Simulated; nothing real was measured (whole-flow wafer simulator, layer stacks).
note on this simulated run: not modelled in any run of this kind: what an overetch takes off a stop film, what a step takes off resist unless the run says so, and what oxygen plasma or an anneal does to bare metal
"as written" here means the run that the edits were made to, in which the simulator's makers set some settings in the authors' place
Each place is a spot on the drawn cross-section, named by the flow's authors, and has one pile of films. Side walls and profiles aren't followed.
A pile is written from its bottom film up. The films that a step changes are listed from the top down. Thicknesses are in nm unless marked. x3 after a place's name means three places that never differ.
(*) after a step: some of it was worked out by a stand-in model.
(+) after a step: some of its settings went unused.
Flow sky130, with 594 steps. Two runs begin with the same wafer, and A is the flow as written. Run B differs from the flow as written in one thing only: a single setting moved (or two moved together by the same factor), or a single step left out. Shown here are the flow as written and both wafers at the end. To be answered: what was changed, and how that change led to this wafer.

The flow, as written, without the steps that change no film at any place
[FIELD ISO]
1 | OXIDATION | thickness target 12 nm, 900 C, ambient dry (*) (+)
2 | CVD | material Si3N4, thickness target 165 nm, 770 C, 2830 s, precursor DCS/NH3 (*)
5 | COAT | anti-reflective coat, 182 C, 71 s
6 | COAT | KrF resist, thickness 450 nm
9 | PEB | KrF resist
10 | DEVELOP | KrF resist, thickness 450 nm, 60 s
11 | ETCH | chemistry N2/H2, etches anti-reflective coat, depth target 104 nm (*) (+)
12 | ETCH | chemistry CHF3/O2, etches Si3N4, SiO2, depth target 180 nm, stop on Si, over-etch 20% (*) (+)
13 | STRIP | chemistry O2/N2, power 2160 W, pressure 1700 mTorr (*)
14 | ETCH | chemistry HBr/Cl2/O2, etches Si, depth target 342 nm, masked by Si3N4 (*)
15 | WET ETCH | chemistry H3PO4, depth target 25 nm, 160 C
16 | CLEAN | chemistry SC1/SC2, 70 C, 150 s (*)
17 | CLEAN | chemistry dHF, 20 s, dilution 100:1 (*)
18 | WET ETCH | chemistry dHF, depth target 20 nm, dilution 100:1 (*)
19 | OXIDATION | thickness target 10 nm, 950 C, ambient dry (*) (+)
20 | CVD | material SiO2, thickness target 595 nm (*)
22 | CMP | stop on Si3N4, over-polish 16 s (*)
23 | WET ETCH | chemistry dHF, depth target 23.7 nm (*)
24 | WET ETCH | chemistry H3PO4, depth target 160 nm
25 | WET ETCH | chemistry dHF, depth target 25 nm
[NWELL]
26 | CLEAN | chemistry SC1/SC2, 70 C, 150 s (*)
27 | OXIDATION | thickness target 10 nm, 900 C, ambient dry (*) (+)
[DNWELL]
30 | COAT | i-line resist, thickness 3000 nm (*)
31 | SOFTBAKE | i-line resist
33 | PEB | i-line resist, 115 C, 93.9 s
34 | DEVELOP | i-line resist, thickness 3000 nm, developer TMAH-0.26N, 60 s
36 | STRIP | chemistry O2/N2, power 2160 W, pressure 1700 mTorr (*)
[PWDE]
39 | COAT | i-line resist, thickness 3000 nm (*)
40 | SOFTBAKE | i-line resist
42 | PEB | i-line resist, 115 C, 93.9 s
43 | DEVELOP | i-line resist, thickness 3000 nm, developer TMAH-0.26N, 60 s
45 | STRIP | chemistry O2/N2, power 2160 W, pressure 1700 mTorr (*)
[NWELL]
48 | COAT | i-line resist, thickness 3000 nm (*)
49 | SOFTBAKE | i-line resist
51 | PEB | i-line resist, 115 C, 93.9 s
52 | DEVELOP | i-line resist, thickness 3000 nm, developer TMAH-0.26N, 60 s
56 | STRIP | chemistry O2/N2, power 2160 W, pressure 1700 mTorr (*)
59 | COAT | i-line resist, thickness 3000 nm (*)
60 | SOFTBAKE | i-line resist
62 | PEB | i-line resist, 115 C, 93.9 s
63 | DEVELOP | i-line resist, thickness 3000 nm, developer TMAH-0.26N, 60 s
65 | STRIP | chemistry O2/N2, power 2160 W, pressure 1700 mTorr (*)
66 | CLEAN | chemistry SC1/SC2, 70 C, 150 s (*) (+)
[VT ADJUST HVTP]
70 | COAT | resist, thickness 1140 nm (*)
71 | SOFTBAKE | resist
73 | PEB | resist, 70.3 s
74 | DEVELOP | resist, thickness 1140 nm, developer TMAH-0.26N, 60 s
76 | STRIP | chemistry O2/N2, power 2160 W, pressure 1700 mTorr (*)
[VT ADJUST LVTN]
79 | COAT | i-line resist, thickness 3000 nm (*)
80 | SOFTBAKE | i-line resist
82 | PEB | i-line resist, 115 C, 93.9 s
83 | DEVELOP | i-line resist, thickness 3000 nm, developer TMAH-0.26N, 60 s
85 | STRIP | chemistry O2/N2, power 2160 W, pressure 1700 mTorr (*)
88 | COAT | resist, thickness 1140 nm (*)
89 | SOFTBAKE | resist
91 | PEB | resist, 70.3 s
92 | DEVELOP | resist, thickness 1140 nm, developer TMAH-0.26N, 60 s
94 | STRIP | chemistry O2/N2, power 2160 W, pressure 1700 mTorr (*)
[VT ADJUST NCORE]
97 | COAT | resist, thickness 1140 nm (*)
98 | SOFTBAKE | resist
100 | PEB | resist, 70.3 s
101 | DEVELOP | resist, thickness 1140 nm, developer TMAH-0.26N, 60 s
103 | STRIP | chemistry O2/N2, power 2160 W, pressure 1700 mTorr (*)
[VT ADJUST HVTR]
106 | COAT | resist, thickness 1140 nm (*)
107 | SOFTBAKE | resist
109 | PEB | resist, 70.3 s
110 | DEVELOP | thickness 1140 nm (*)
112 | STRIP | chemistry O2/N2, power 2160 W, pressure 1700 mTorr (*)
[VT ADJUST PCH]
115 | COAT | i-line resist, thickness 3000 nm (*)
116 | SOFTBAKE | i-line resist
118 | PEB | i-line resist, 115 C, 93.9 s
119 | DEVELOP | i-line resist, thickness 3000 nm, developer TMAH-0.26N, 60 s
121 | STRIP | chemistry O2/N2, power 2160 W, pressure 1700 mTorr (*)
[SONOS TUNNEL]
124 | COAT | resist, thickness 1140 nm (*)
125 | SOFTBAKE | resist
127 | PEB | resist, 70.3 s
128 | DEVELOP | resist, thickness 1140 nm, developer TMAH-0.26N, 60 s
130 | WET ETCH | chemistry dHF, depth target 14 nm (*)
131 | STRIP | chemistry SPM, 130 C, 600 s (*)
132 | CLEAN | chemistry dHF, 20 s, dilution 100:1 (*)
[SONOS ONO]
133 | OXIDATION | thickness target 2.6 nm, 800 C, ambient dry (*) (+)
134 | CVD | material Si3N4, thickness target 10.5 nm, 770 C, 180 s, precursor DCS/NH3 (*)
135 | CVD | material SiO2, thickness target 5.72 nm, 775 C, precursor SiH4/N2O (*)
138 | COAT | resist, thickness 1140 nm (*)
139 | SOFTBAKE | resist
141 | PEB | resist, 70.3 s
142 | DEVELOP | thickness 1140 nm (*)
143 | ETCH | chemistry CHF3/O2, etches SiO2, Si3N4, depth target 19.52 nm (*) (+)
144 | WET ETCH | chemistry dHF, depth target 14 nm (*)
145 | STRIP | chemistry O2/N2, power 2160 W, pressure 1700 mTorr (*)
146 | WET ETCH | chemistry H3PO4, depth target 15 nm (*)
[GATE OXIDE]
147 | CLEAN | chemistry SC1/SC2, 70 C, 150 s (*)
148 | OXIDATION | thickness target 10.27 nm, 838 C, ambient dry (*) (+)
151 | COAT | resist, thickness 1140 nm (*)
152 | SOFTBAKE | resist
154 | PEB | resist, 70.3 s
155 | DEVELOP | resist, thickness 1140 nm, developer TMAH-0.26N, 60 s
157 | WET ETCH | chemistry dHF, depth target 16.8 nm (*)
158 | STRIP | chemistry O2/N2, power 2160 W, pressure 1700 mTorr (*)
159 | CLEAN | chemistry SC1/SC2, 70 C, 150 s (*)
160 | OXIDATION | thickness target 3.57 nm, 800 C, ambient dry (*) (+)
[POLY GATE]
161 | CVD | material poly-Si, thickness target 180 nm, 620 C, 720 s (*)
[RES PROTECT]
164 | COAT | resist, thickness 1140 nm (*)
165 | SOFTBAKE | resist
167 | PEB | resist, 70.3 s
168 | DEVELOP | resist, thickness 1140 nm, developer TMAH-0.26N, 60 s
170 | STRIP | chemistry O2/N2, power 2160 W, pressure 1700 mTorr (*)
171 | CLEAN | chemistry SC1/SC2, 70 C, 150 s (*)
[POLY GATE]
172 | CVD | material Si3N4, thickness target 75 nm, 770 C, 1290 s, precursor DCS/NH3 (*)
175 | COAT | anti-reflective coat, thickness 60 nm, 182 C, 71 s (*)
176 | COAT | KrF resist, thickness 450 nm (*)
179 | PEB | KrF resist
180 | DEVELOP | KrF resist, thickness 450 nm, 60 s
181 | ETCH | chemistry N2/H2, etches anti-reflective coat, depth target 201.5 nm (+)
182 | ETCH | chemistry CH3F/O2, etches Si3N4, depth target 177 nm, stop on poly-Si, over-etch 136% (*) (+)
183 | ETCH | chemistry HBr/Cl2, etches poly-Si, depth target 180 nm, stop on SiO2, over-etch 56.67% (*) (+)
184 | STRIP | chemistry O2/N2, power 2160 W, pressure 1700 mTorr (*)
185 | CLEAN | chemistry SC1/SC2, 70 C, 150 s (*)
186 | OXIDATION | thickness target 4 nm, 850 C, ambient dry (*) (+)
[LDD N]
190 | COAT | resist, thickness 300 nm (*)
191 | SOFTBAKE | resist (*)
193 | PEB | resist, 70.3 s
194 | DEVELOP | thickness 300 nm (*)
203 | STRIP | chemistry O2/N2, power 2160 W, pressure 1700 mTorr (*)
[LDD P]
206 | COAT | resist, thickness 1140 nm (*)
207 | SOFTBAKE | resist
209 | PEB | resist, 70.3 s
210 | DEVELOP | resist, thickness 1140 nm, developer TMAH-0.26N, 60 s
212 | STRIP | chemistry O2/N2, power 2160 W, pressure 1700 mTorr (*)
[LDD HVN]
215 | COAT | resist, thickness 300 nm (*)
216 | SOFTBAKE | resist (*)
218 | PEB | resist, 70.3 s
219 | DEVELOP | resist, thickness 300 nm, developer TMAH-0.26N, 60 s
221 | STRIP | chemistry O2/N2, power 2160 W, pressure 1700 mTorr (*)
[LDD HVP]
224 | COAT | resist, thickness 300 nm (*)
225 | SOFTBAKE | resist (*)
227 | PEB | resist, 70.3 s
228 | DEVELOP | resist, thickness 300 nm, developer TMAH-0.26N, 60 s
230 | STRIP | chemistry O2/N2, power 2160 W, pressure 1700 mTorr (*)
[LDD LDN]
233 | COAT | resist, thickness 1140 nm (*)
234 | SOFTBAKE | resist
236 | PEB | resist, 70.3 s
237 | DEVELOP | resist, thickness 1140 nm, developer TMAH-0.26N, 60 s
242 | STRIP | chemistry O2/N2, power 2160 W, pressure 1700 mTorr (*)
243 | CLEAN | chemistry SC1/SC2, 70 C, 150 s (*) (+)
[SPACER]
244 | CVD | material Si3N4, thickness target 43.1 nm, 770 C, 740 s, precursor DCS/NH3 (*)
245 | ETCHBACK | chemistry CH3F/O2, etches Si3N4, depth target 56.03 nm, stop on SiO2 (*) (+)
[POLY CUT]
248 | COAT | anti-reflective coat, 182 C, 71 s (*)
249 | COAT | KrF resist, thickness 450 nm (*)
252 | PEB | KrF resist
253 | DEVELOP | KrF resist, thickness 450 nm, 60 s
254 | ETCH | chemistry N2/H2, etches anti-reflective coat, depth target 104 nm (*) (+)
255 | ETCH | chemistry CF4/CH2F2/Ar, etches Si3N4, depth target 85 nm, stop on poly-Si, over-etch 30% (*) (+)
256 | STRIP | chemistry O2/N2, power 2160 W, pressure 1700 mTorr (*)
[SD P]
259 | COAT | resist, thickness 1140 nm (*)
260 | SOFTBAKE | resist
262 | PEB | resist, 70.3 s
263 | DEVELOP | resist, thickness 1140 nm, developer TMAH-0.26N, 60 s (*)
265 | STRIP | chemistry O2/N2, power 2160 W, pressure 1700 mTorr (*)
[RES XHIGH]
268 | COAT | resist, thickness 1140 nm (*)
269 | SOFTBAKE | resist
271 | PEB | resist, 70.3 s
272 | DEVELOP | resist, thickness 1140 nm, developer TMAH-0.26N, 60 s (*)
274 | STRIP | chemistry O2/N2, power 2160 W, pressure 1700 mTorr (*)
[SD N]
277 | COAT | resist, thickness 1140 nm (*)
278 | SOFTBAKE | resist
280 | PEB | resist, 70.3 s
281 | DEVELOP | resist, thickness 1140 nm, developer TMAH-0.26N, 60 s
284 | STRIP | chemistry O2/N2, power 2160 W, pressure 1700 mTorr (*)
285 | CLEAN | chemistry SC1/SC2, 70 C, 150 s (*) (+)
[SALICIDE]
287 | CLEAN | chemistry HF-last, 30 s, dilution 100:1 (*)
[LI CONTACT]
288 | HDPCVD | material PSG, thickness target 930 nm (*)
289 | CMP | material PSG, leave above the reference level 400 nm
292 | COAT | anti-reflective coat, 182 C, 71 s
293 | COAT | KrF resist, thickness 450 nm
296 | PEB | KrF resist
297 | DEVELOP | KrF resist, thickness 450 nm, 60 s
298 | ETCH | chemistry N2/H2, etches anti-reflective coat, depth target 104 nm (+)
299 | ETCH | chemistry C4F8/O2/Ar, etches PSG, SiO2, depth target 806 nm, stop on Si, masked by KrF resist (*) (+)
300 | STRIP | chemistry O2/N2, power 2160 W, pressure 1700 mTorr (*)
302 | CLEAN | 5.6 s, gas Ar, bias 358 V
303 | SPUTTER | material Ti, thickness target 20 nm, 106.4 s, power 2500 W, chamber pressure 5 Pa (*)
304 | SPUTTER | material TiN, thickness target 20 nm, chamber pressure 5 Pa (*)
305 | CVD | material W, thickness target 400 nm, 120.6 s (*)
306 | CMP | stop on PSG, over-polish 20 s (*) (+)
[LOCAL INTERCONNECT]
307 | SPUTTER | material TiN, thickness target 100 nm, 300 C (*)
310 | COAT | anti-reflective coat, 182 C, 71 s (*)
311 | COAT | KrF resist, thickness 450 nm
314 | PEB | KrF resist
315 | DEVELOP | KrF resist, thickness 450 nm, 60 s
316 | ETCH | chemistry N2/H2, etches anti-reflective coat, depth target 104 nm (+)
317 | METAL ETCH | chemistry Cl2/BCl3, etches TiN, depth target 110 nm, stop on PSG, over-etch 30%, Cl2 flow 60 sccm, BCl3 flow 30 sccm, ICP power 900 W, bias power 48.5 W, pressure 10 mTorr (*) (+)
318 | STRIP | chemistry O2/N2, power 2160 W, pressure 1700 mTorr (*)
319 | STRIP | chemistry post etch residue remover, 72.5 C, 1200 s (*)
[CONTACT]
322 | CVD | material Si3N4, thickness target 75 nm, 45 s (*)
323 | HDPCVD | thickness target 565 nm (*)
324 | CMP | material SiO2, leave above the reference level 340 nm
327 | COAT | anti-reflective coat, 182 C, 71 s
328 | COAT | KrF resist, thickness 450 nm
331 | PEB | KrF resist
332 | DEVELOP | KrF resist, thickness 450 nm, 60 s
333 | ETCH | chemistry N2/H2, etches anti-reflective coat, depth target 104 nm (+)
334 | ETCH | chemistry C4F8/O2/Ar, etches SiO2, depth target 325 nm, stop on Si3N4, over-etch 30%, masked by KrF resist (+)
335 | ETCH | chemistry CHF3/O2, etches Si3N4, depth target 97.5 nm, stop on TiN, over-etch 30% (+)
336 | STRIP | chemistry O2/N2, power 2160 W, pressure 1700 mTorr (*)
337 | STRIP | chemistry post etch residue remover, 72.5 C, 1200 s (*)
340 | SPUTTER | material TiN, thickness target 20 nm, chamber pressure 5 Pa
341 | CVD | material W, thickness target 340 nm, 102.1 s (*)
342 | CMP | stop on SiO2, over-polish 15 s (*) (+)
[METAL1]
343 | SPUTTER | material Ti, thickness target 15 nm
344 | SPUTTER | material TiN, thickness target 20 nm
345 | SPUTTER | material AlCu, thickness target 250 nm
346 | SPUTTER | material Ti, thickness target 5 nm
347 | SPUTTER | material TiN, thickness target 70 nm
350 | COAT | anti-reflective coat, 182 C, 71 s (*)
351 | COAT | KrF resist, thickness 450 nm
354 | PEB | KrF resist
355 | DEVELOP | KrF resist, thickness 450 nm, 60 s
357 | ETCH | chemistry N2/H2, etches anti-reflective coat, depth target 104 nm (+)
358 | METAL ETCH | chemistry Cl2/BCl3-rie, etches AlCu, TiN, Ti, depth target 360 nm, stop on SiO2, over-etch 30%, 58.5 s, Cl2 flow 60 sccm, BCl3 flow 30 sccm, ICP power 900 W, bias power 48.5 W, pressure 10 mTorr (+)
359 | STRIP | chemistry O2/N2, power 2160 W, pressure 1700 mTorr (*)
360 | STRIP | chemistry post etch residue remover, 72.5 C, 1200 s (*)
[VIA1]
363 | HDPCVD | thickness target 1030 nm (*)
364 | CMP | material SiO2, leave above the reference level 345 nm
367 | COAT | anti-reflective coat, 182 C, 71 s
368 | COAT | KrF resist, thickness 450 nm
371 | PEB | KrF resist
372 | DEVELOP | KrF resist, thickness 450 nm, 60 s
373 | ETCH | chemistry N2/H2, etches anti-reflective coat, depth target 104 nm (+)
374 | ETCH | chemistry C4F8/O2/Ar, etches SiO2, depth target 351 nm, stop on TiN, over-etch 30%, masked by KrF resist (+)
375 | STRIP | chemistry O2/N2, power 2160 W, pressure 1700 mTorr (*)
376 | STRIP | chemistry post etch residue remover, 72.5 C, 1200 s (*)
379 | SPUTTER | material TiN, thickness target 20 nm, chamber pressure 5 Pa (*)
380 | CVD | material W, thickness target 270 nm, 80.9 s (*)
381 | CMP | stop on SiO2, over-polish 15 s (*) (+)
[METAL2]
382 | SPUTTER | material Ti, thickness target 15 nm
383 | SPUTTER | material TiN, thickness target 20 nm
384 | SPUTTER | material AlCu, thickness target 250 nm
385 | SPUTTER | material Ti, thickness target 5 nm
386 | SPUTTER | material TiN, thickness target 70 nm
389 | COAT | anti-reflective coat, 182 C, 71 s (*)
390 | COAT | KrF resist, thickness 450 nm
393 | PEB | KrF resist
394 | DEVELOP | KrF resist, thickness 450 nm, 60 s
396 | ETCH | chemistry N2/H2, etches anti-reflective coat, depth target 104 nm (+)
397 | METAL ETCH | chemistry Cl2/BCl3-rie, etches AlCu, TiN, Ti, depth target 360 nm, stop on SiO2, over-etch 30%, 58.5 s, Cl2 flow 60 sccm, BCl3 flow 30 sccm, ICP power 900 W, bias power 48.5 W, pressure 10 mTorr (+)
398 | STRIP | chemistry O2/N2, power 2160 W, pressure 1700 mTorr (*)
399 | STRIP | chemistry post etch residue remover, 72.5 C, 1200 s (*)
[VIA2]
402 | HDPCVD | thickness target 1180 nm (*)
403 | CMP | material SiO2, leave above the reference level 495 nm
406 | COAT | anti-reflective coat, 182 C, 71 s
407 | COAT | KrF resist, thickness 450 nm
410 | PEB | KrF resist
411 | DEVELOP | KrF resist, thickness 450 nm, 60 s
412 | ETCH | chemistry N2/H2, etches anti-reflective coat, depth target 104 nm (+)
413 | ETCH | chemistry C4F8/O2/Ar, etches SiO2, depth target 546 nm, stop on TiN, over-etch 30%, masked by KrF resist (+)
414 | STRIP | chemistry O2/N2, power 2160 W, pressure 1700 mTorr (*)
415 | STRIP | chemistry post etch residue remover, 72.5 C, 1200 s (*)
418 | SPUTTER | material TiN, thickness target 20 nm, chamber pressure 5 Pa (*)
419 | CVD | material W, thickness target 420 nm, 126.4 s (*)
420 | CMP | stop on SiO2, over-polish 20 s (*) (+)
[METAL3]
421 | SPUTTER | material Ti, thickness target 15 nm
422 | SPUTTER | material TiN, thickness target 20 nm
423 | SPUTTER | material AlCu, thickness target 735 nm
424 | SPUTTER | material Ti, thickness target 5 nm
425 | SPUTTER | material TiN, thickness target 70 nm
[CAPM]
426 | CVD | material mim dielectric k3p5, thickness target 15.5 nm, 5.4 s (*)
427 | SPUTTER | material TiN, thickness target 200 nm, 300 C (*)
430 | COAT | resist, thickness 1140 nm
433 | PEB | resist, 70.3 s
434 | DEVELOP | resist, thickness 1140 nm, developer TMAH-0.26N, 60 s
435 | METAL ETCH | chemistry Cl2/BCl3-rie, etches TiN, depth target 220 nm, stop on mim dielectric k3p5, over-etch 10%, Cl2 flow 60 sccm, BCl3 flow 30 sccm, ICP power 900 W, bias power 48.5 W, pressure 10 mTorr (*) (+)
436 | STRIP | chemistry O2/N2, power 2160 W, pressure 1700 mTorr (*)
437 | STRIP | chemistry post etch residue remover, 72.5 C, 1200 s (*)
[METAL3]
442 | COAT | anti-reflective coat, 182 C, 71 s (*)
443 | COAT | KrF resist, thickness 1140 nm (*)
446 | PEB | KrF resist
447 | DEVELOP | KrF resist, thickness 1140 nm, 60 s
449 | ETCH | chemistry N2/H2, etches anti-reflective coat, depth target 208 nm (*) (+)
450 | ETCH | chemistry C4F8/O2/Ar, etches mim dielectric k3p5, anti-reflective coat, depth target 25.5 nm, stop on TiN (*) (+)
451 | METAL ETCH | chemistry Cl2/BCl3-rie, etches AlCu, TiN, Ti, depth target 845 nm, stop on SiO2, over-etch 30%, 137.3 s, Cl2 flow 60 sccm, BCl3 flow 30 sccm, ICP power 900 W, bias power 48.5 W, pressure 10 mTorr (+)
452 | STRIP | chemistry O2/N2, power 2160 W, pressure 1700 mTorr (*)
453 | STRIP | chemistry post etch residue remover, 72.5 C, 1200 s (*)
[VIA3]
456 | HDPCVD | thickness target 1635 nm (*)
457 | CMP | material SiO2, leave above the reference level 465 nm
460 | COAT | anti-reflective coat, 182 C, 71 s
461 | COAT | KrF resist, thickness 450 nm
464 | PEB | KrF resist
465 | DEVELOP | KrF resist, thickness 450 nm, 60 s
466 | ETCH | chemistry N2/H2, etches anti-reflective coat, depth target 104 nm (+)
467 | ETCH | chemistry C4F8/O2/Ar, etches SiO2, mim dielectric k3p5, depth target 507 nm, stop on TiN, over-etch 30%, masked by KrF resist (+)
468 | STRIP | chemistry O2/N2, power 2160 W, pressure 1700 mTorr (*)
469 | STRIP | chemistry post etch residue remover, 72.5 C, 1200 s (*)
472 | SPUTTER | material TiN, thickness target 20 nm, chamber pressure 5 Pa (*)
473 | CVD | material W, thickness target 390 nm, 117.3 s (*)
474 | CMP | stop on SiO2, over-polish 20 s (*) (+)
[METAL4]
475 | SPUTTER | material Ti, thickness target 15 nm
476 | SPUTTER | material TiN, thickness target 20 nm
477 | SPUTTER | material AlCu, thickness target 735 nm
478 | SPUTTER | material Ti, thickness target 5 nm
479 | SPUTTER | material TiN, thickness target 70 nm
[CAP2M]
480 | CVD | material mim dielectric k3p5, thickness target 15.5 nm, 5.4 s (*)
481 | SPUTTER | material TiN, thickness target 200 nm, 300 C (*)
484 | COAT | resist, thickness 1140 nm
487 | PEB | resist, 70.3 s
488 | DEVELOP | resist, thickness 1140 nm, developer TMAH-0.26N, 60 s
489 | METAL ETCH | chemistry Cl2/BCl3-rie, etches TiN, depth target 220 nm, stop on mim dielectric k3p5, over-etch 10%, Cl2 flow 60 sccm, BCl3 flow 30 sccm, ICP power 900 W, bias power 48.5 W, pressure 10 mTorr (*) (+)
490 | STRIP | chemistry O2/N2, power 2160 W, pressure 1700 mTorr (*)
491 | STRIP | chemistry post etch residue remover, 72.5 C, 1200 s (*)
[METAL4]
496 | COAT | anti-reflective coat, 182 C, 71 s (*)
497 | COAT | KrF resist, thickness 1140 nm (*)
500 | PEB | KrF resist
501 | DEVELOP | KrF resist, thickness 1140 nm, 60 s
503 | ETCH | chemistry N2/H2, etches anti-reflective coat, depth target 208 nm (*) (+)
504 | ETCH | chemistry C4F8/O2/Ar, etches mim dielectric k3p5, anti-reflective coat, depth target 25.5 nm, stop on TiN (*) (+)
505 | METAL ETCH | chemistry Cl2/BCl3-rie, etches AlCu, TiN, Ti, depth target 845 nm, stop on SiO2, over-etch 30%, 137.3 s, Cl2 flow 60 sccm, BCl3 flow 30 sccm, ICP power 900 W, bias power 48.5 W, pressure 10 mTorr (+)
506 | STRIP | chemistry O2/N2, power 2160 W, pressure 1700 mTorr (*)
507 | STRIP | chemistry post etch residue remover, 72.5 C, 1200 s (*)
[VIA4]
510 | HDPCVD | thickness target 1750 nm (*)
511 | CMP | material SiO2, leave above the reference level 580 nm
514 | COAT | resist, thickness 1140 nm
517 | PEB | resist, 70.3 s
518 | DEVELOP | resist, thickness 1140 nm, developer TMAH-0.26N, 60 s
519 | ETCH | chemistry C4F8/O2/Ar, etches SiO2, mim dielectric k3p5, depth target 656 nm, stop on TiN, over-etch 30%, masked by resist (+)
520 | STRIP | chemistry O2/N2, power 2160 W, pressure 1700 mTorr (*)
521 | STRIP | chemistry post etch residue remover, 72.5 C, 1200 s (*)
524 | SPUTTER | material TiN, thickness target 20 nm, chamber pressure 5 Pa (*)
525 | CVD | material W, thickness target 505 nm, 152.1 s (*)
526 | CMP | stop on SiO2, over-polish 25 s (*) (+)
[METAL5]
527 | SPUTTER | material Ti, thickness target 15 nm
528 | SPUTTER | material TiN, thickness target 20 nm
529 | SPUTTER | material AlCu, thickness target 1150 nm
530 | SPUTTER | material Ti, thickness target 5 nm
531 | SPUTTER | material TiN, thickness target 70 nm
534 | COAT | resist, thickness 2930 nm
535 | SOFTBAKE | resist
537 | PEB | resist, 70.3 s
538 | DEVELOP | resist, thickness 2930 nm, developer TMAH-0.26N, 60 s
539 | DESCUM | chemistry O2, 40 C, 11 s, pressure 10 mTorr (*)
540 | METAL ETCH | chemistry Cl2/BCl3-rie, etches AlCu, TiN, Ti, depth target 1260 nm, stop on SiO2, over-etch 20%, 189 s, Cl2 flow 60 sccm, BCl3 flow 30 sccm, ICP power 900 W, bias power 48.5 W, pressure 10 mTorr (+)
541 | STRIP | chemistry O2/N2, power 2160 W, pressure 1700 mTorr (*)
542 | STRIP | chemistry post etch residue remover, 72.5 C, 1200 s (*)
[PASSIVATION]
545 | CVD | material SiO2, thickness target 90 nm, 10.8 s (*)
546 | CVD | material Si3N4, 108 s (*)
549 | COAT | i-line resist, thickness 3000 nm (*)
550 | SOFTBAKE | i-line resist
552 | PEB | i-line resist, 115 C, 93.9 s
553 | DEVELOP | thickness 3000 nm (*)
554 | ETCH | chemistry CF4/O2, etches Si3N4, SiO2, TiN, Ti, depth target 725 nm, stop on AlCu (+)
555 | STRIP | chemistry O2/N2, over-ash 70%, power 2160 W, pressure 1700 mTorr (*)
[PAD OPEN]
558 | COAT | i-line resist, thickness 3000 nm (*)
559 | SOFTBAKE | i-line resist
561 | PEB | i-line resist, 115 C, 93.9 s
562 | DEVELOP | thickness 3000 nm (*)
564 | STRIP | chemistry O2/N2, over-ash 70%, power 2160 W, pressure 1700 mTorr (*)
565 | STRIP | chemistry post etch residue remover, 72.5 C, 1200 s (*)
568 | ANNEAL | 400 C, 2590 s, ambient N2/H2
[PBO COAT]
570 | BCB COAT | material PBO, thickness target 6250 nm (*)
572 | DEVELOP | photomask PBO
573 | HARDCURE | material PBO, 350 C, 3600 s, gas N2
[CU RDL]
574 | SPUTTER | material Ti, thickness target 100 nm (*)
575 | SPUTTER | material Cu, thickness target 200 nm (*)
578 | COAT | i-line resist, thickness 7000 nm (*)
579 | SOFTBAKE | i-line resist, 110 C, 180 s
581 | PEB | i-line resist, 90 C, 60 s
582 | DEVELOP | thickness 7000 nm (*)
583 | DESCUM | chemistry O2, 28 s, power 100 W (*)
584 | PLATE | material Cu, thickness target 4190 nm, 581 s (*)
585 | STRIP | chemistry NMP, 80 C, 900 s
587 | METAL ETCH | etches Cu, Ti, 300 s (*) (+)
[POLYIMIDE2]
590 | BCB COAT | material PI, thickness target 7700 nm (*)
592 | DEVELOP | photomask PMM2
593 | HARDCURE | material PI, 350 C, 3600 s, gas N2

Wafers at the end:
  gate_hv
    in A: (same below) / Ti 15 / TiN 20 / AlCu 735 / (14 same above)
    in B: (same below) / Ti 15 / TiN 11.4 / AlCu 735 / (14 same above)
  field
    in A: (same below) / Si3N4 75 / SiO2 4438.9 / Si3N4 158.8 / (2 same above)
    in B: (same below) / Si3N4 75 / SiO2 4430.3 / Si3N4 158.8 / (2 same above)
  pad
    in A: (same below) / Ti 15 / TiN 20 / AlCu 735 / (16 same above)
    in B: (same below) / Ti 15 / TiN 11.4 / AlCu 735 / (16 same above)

What caused this: step 422, SPUTTER: thickness target 11.4 nm was run, though the flow has thickness target 20 nm.
The wafer lets one read it off: gate_hv has TiN 11.4, and step 422 as written asks for 20 nm.

Step by step, how the change led to this:
  422 | SPUTTER | material TiN, thickness target 20 nm
      field, active, n_well and 188 more: A +20 TiN (new film) | B +11.4 TiN (new film)
  451 | METAL ETCH | chemistry Cl2/BCl3-rie, etches AlCu, TiN, Ti, depth target 845 nm, stop on SiO2, over-etch 30%, 137.3 s, Cl2 flow 60 sccm, BCl3 flow 30 sccm, ICP power 900 W, bias power 48.5 W, pressure 10 mTorr (+)
      field, gate, spacer and 68 more: A -70 TiN (all of it), -5 Ti (all of it), -735 AlCu (all of it), -20 TiN (all of it), -15 Ti (all of it), -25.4 SiO2 | B -70 TiN (all of it), -5 Ti (all of it), -735 AlCu (all of it), -11.4 TiN (all of it), -15 Ti (all of it), -26.2 SiO2
      active, vpp_ln, vpp_iso2 and 11 more: A -70 TiN (all of it), -5 Ti (all of it), -735 AlCu (all of it), -20 TiN (all of it), -15 Ti (all of it), -25.3 SiO2 | B -70 TiN (all of it), -5 Ti (all of it), -735 AlCu (all of it), -11.4 TiN (all of it), -15 Ti (all of it), -26.2 SiO2
  457 | CMP | material SiO2, leave above the reference level 465 nm
      field, active, gate and 82 more: A -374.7 SiO2 | B -382.4 SiO2
